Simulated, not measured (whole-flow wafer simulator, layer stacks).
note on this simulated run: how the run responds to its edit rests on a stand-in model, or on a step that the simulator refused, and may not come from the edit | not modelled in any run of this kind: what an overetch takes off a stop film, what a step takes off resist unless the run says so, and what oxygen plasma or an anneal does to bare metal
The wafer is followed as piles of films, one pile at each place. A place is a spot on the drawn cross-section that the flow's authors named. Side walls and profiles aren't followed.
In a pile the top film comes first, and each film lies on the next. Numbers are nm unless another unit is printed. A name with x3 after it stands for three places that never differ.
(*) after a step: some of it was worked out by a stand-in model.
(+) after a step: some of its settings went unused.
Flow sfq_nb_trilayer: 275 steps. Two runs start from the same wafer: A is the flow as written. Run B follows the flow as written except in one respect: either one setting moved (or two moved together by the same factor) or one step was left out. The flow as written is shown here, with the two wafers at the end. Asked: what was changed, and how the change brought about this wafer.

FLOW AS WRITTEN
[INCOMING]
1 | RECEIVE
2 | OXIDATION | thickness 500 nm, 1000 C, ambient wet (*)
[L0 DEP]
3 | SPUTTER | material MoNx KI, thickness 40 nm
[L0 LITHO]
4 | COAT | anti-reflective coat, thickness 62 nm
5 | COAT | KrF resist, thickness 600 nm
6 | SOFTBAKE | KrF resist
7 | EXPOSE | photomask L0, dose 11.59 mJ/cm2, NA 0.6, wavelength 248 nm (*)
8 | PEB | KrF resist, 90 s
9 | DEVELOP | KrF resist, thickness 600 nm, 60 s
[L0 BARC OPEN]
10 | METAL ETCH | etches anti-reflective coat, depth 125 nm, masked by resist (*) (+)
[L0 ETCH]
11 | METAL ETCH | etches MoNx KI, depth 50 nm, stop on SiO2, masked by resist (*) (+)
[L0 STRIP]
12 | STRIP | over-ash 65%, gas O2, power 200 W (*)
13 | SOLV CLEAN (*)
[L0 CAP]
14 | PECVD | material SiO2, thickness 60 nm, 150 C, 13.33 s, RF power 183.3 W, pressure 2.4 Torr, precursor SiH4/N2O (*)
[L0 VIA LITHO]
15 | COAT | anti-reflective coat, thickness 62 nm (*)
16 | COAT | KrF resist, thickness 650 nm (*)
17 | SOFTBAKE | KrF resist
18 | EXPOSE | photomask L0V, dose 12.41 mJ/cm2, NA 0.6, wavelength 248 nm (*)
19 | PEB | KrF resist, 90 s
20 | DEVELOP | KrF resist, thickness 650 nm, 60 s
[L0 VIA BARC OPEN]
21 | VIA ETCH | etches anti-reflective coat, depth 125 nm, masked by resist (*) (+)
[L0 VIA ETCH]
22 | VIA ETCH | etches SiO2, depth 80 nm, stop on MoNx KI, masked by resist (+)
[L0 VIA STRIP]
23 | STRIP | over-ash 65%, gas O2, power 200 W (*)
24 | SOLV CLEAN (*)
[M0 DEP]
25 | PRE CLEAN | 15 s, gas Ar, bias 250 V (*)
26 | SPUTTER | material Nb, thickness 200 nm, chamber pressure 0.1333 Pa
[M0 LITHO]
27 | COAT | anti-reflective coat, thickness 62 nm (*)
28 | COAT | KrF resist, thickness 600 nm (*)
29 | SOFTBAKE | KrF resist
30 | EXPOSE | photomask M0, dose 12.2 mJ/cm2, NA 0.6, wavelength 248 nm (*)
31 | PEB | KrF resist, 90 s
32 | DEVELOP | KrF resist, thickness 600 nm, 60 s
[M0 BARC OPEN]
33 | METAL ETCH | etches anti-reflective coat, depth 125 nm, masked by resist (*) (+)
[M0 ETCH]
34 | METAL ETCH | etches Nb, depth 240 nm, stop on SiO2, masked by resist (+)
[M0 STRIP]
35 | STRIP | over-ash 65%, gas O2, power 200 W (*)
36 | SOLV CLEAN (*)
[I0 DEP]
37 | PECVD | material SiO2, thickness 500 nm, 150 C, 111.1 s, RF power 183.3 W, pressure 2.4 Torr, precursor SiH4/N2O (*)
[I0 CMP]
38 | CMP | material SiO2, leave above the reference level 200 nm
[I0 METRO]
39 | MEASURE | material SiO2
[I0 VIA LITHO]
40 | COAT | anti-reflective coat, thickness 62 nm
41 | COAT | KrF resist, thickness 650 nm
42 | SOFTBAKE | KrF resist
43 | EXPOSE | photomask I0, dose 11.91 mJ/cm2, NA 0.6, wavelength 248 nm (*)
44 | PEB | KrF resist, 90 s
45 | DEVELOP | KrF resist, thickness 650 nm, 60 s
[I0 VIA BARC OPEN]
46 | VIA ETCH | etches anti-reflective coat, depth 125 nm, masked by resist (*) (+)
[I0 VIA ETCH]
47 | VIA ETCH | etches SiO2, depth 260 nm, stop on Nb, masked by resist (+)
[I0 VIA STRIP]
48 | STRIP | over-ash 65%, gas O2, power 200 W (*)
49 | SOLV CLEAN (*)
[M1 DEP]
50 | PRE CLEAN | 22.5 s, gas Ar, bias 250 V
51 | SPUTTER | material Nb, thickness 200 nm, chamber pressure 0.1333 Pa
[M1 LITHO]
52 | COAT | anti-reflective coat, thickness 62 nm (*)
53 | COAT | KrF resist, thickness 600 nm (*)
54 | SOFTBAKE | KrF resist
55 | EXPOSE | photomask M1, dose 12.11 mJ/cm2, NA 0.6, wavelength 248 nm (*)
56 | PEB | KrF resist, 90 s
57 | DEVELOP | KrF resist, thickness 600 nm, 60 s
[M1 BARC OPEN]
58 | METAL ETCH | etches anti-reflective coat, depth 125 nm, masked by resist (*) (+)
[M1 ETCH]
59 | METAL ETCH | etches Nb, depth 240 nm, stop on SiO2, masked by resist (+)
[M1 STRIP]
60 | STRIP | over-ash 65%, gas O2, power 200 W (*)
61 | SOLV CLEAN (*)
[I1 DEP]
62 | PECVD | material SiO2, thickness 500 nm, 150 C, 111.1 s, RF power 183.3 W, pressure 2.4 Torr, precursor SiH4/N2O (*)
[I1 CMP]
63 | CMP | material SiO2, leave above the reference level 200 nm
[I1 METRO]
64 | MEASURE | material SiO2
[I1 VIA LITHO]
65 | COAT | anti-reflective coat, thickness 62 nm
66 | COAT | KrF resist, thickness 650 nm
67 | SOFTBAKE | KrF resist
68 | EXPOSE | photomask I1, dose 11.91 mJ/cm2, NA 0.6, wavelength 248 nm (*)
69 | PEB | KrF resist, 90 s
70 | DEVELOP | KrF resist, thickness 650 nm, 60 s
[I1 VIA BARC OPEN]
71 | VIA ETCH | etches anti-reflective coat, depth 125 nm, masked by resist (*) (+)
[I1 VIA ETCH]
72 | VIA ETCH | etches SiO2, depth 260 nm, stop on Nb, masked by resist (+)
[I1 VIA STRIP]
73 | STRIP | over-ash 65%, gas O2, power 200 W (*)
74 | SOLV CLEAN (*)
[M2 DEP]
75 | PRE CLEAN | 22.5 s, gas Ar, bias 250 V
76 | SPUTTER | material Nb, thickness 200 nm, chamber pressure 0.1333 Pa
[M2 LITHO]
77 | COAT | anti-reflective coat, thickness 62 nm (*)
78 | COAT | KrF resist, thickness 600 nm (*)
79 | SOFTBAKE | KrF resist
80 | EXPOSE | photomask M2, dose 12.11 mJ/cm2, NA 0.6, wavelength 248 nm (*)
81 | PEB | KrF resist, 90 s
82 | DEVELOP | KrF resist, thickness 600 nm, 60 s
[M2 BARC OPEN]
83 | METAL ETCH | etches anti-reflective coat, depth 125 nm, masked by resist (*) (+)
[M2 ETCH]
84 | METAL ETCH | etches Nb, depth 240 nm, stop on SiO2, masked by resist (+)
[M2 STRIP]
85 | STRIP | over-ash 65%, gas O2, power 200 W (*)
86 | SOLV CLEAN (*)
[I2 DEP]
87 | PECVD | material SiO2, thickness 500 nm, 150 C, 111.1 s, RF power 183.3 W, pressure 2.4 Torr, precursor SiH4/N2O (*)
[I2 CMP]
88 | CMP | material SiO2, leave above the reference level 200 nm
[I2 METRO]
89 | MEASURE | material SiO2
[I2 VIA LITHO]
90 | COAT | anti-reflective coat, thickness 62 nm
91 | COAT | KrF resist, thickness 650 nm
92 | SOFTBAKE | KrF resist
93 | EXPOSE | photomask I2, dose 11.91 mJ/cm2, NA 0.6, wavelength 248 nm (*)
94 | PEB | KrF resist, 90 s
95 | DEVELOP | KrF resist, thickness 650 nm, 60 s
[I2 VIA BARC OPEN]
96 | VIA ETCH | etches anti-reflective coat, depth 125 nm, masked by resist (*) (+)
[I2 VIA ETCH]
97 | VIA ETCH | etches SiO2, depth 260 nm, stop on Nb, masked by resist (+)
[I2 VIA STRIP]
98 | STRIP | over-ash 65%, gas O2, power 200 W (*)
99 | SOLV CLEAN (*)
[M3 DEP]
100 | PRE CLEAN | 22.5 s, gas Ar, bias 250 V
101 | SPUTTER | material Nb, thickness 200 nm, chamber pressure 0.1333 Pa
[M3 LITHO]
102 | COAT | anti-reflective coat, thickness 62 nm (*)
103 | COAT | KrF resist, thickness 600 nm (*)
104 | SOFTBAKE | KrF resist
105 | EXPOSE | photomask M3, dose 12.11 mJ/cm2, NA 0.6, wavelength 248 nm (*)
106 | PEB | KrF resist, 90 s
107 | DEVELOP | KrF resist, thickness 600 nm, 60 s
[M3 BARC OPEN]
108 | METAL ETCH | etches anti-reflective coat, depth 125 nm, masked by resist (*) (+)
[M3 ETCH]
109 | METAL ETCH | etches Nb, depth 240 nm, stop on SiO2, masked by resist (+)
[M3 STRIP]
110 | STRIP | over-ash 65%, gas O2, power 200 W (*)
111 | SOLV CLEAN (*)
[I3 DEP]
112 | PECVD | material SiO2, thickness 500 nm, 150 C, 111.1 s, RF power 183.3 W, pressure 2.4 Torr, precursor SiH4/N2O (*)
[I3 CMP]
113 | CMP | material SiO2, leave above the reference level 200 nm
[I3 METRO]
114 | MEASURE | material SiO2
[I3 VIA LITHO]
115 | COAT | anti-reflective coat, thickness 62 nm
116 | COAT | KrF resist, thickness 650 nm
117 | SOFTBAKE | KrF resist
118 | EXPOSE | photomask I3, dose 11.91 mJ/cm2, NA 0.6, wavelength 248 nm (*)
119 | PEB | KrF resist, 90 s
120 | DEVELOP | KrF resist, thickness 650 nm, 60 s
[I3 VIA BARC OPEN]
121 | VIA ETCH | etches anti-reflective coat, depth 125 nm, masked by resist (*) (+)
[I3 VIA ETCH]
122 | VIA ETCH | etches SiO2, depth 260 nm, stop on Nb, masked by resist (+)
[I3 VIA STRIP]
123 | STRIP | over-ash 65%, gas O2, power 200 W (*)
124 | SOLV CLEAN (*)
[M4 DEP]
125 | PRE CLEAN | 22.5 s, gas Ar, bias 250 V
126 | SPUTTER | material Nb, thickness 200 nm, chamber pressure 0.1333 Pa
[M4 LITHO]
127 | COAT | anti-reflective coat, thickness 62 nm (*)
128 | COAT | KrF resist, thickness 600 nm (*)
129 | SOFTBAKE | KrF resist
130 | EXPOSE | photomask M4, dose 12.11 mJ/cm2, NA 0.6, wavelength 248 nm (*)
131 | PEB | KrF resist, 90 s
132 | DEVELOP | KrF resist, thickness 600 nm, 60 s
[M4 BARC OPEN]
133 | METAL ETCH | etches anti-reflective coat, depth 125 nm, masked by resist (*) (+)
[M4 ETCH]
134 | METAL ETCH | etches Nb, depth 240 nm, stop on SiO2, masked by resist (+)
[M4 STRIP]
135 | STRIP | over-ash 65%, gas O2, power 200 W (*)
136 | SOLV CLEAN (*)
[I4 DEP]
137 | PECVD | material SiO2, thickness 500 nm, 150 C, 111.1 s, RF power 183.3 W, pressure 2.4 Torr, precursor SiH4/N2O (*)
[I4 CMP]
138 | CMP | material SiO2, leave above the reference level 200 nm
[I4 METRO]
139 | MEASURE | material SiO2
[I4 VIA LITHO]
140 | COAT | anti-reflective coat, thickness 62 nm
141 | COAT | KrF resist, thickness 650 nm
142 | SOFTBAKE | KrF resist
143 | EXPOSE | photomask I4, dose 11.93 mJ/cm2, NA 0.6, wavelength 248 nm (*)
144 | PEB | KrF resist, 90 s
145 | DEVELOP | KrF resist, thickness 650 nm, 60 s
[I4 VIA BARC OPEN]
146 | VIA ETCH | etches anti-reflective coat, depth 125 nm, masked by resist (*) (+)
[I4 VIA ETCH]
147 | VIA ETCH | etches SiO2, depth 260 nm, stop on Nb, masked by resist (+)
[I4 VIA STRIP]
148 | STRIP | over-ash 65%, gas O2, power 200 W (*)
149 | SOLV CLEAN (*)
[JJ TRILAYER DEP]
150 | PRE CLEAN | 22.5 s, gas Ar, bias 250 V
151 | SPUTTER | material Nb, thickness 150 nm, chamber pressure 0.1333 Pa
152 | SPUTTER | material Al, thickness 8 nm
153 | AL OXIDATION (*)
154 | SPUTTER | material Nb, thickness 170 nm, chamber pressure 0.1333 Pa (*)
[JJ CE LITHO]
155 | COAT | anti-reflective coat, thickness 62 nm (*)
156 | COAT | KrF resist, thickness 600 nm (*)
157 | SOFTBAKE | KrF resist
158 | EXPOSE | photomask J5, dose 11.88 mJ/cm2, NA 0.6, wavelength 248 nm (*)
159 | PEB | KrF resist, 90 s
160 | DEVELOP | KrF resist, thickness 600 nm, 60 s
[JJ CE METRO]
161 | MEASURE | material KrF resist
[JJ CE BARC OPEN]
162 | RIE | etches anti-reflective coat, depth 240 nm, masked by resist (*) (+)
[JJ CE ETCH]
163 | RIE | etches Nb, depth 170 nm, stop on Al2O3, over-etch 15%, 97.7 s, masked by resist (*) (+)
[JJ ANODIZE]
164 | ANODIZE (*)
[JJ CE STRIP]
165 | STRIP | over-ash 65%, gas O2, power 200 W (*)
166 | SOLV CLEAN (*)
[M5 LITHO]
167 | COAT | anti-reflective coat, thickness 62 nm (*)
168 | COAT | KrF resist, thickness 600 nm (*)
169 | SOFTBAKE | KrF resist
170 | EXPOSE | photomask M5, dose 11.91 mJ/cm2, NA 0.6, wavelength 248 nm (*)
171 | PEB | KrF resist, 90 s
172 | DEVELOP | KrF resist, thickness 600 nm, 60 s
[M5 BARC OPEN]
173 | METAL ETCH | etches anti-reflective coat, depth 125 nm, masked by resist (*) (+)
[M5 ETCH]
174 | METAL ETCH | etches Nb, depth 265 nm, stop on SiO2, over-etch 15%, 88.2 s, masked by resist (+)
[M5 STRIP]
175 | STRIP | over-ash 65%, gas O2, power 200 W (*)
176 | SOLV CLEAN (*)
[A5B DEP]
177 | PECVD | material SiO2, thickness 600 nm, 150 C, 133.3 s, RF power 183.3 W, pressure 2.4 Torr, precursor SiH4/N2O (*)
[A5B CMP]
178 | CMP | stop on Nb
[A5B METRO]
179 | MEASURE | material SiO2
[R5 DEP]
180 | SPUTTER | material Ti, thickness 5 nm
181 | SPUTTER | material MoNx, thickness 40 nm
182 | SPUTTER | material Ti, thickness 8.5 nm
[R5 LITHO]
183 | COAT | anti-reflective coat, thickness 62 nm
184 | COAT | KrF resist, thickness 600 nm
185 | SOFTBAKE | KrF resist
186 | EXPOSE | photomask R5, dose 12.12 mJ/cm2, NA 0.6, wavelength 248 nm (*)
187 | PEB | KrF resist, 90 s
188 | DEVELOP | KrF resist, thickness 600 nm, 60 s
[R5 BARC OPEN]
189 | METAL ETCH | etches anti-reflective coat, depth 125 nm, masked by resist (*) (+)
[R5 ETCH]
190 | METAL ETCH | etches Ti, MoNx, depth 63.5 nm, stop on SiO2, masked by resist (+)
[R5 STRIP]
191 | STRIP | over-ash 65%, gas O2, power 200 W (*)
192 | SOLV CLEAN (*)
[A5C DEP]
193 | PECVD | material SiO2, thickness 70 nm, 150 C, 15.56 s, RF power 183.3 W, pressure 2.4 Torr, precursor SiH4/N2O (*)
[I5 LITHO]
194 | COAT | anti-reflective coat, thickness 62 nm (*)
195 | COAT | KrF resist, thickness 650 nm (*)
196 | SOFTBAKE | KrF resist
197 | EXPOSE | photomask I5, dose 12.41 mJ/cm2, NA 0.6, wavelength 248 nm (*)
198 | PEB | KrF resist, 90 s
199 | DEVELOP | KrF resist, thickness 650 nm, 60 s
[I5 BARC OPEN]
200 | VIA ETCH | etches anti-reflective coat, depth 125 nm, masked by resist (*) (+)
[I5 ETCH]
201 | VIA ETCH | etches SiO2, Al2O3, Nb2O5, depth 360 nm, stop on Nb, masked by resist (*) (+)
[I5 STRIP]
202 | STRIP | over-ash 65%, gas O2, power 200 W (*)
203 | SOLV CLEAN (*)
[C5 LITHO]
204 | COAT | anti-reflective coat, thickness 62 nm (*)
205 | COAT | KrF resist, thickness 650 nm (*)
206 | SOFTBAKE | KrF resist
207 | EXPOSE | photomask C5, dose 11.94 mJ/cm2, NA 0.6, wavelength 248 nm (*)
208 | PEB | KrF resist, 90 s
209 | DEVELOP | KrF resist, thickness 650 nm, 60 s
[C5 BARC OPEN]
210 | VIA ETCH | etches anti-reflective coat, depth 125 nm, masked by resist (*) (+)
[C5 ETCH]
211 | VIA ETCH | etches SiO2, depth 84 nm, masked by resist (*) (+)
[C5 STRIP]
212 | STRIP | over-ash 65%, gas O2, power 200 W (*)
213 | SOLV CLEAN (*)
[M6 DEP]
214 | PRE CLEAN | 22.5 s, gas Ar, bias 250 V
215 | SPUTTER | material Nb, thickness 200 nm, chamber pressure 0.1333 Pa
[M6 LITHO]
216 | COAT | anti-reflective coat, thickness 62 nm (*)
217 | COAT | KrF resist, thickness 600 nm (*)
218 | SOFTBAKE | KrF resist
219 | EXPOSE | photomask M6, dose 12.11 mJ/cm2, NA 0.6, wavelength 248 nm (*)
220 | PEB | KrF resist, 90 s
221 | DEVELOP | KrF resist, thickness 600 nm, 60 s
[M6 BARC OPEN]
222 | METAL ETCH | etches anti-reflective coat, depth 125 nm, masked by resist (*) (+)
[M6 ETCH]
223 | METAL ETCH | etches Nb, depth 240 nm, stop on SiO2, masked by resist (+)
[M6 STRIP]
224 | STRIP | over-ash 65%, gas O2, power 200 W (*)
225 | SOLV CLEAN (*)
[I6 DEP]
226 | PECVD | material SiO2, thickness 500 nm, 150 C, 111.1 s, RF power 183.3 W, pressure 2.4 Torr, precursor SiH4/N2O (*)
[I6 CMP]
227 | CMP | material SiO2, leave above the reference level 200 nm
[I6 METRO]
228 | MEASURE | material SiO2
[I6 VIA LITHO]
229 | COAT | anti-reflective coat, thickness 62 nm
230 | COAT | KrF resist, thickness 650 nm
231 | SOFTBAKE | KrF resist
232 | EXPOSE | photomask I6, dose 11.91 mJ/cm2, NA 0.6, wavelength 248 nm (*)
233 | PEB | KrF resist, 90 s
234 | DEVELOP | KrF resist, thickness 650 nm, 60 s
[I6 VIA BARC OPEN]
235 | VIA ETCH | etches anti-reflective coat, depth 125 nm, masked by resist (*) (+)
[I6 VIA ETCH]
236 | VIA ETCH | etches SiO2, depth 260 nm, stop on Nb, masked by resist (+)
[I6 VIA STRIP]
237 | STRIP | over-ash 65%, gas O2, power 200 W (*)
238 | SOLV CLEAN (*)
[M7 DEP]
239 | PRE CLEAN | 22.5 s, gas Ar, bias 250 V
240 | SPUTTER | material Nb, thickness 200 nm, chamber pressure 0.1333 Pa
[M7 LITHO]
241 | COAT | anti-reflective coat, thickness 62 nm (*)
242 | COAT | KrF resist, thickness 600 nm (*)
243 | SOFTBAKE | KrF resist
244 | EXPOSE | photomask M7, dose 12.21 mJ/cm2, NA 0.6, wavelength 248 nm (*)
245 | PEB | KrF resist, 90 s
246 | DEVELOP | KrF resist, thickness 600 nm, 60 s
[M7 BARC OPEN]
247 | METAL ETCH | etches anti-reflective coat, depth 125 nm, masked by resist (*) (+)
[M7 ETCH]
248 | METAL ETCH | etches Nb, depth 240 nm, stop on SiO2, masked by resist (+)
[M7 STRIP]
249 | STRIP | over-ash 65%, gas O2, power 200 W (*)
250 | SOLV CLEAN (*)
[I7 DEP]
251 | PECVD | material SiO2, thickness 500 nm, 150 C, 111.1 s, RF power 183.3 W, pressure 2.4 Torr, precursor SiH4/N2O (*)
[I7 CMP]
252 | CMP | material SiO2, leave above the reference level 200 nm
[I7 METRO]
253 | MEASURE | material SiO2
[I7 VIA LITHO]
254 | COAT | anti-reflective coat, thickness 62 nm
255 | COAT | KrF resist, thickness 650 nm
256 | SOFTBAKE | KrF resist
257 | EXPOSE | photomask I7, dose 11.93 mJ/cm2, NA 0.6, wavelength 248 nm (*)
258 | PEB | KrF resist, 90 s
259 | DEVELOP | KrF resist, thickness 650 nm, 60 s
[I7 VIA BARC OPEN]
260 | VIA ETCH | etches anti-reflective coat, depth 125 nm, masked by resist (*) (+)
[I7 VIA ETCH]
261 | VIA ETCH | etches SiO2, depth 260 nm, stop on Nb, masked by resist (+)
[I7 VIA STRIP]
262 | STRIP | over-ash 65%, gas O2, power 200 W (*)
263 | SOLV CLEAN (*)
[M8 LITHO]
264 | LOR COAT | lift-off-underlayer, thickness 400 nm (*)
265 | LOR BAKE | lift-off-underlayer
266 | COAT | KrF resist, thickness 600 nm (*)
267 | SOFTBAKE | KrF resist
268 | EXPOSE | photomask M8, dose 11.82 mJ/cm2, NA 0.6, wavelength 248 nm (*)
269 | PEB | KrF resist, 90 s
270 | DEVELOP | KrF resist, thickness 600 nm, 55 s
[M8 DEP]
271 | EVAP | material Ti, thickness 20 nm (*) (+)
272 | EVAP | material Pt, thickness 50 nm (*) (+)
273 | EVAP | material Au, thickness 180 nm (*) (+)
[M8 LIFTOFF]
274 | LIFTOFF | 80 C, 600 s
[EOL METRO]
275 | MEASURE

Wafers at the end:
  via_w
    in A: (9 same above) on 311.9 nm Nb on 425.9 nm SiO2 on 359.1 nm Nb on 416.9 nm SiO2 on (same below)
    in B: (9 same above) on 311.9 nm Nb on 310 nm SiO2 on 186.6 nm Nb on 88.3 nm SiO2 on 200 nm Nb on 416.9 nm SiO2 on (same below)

The reason: step 97, VIA ETCH: depth 104 nm was run, whereas the flow has depth 260 nm.

How this came from the change, step by step:
  97 | VIA ETCH | etches SiO2, depth 260 nm, stop on Nb, masked by resist (+)
      via_w: A -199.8 SiO2 (all of it) | B -104 SiO2
      field_l, v_sur, via_wl and 102 more: A -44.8 KrF resist | B -17.9 KrF resist
  98 | STRIP | over-ash 65%, gas O2, power 200 W (*)
      field_l, v_sur, via_wl and 102 more: A -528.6 KrF resist (all of it), -62 anti-reflective coat (all of it) | B -555.5 KrF resist (all of it), -62 anti-reflective coat (all of it)
  100 | PRE CLEAN | 22.5 s, gas Ar, bias 250 V
      via_w: A -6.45 Nb | B -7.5 SiO2
  101 | SPUTTER | material Nb, thickness 200 nm, chamber pressure 0.1333 Pa
      via_w: A +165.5 Nb | B +186.6 Nb (new film)
  102 | COAT | anti-reflective coat, thickness 62 nm (*)
      via_wl, via_wr: A +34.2 anti-reflective coat (new film) | B +32.8 anti-reflective coat (new film)
      v_sur: A +61.1 anti-reflective coat (new film) | B +56.9 anti-reflective coat (new film)
      (also at 2 further places)
  103 | COAT | KrF resist, thickness 600 nm (*)
      via_wl: A +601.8 KrF resist (new film) | B +614.5 KrF resist (new film)
      via_w: A +737.9 KrF resist (new film) | B +654.3 KrF resist (new film)
      (also at 1 further place)
  110 | STRIP | over-ash 65%, gas O2, power 200 W (*)
      v_sur: A -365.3 KrF resist (all of it), -61.1 anti-reflective coat (all of it) | B -376.8 KrF resist (all of it), -56.9 anti-reflective coat (all of it)
      via_wl: A -384.2 KrF resist (all of it), -34.2 anti-reflective coat (all of it) | B -396.8 KrF resist (all of it), -32.8 anti-reflective coat (all of it)
      (also at 3 further places)
  112 | PECVD | material SiO2, thickness 500 nm, 150 C, 111.1 s, RF power 183.3 W, pressure 2.4 Torr, precursor SiH4/N2O (*)
      via_w: A +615 SiO2 (new film) | B +500 SiO2 (new film)
If metal films that touch count as one body, via_w has 6 bodies (between them, from the top down: SiO2 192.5; SiO2 427.3 / Al2O3 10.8 / Nb2O5 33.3; SiO2 310; SiO2 88.3; SiO2 416.9); the flow as written gives 5 bodies (between them, from the top down: SiO2 192.5; SiO2 427.3 / Al2O3 10.8 / Nb2O5 33.3; SiO2 425.9; SiO2 416.9).
